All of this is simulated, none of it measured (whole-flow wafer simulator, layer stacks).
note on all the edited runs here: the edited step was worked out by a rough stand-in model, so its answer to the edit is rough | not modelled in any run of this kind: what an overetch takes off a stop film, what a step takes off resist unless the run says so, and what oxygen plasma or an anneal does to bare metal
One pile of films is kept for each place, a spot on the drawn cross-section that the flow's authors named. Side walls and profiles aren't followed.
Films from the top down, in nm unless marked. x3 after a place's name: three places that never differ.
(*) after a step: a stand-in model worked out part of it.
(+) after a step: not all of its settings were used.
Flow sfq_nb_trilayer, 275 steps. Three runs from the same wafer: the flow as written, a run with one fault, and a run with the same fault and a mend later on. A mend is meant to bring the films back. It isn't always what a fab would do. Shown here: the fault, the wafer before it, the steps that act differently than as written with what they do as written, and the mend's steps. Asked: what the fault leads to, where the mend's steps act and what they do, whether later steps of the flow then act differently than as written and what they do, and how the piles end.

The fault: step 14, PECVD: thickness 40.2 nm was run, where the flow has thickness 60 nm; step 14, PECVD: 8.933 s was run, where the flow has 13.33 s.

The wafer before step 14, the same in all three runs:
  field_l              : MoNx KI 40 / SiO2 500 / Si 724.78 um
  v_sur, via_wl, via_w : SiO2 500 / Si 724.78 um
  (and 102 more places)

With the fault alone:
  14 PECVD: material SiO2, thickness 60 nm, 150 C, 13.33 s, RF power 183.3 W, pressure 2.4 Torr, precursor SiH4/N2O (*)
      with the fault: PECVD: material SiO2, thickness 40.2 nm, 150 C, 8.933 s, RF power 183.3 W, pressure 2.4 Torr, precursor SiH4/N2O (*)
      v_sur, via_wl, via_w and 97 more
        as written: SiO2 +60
        with the fault: SiO2 +40.2
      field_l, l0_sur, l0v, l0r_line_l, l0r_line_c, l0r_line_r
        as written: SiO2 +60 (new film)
        with the fault: SiO2 +40.2 (new film)
  Later steps of the flow that act differently than as written (10 more steps differ only slightly, by at most 2% or 0.5 nm, whichever is larger, and aren't shown):
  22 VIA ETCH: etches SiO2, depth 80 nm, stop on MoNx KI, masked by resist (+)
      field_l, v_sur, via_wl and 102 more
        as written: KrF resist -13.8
        with the fault: KrF resist -10.4
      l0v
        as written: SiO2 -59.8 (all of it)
        with the fault: SiO2 -40 (all of it)
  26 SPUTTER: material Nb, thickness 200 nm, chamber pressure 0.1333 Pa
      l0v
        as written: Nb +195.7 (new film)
        with the fault: Nb +200 (new film)
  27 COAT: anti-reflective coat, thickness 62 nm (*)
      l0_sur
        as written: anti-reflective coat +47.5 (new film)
        with the fault: anti-reflective coat +49.6 (new film)
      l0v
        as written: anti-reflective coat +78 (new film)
        with the fault: anti-reflective coat +71.6 (new film)
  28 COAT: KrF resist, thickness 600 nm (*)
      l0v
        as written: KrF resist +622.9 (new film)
        with the fault: KrF resist +610.1 (new film)
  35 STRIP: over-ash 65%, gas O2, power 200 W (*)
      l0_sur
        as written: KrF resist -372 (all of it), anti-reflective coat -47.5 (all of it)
        with the fault: KrF resist -373.3 (all of it), anti-reflective coat -49.6 (all of it)
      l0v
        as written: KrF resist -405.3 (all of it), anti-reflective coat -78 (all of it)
        with the fault: KrF resist -392.4 (all of it), anti-reflective coat -71.6 (all of it)
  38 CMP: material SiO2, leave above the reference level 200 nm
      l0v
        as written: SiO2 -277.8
        with the fault: SiO2 -301.9
  At the end the piles differ from the flow's by more than 2% or 0.5 nm, whichever is larger, at field_l, v_sur, via_wl and 100 more.
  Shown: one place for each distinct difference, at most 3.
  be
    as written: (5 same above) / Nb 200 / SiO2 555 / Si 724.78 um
    with the fault: (5 same above) / Nb 200 / SiO2 535.2 / Si 724.78 um
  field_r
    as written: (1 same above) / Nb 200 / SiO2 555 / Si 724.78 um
    with the fault: (1 same above) / Nb 200 / SiO2 535.2 / Si 724.78 um
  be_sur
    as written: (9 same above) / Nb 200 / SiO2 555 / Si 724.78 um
    with the fault: (9 same above) / Nb 200 / SiO2 535.2 / Si 724.78 um

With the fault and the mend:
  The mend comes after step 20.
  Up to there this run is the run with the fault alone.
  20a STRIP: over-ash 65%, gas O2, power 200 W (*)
      p4_fl x3, p4_w1 x9, p4_g1 x2 and 59 more
        KrF resist -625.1 (all of it), anti-reflective coat -62 (all of it)
      jj_sur, ce_l, c5j, ce_r, sp_r, be_r, r_sur
        KrF resist -632 (all of it), anti-reflective coat -63.7 (all of it)
      gap, res, r_end
        KrF resist -632.1 (all of it), anti-reflective coat -63.7 (all of it)
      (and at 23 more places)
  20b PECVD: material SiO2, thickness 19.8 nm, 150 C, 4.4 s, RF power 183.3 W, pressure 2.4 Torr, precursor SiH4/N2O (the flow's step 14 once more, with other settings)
      field_l, v_sur, via_wl and 103 more
        SiO2 +19.8
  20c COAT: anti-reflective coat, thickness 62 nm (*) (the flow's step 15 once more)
      p4_fl x3, p4_w1 x9, p4_g1 x2 and 59 more
        anti-reflective coat +62 (new film)
      be_sur, gap, jj_sur and 8 more
        anti-reflective coat +63.7 (new film)
      wire, be, moat, field_r, lsp_l
        anti-reflective coat +63.8 (new film)
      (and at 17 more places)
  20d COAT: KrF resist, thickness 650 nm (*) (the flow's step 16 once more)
      p4_fl x3, p4_w1 x9, p4_g1 x2 and 59 more
        KrF resist +650 (new film)
      jj_sur, ce_l, c5j, ce_r, sp_r, be_r, r_sur
        KrF resist +656.9 (new film)
      l0r_line_l, l0r_line_c, l0r_line_r
        KrF resist +646 (new film)
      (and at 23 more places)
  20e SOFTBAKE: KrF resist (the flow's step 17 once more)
      changes no film at any place that is followed
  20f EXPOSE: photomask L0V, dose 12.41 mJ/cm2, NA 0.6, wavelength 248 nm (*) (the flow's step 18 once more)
      changes no film at any place that is followed
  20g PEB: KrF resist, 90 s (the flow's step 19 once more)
      p4_fl x3, p4_w1 x9, p4_g1 x2 and 59 more
        KrF resist -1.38
      via_v, wire, be and 15 more
        KrF resist -1.39
      v_sur, via_w, via_wr, via_sp, lsp_m, ln_m6, lsp_r
        KrF resist -1.4
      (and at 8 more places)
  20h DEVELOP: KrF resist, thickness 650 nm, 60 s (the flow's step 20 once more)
      field_l, v_sur, via_wl and 102 more
        KrF resist -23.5
      l0v
        KrF resist -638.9 (all of it)
  No later step of the flow acts differently than as written, at any place that is followed, by more than 2% or 0.5 nm, whichever is larger.
  At the end the piles are the same as the flow's at every place that both follow.
